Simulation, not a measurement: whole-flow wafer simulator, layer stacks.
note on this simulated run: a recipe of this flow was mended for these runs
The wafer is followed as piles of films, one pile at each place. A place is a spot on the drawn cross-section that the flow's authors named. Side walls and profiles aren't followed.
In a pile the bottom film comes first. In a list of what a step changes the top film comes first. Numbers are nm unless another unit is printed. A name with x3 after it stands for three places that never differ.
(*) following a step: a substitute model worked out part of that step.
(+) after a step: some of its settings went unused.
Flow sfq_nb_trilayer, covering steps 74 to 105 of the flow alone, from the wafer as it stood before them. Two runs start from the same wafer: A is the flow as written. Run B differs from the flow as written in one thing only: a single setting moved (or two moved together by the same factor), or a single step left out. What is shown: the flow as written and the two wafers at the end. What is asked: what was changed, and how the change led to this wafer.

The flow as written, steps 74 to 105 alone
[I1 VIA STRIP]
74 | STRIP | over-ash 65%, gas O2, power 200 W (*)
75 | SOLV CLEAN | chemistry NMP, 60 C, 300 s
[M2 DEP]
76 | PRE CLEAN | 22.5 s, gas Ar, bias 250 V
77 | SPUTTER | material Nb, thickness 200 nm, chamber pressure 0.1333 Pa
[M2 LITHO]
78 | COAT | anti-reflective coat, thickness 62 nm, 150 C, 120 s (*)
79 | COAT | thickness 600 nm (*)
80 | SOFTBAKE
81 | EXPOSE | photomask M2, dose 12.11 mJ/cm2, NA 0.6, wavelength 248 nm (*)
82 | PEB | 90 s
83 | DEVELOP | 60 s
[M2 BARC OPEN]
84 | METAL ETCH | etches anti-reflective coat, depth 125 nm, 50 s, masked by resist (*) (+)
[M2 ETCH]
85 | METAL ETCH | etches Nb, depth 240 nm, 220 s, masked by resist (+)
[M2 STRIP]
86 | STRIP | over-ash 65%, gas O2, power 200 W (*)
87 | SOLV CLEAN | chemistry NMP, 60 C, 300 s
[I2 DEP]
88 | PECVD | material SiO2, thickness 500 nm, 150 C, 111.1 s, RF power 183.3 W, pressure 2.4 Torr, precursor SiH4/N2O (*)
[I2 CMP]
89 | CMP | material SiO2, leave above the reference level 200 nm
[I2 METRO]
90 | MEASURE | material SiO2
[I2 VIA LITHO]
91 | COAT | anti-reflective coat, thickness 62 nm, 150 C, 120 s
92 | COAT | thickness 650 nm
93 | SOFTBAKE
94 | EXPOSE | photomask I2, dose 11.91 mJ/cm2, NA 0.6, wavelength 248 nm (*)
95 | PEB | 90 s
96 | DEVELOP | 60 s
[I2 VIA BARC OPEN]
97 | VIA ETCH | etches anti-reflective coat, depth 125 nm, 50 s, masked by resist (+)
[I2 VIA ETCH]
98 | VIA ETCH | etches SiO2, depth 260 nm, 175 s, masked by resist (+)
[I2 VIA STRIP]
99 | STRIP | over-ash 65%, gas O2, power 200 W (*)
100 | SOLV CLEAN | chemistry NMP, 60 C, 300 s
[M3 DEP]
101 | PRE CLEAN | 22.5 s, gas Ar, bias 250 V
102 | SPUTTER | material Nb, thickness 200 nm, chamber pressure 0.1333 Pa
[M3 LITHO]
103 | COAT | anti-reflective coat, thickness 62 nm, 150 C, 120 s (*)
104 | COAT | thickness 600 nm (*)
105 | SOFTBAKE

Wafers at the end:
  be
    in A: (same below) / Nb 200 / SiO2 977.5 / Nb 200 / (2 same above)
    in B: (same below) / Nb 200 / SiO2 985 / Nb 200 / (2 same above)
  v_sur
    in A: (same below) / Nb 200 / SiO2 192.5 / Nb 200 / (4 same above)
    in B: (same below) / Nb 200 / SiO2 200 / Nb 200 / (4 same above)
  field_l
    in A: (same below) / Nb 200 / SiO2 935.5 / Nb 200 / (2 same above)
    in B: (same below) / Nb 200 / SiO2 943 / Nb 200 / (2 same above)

What caused this: step 76, PRE CLEAN: 22.5 s, gas Ar, bias 250 V, was skipped.

Step by step, how the change led to this:
  (no step that both runs have acts differently by more than 2% or 0.5 nm, whichever is larger)
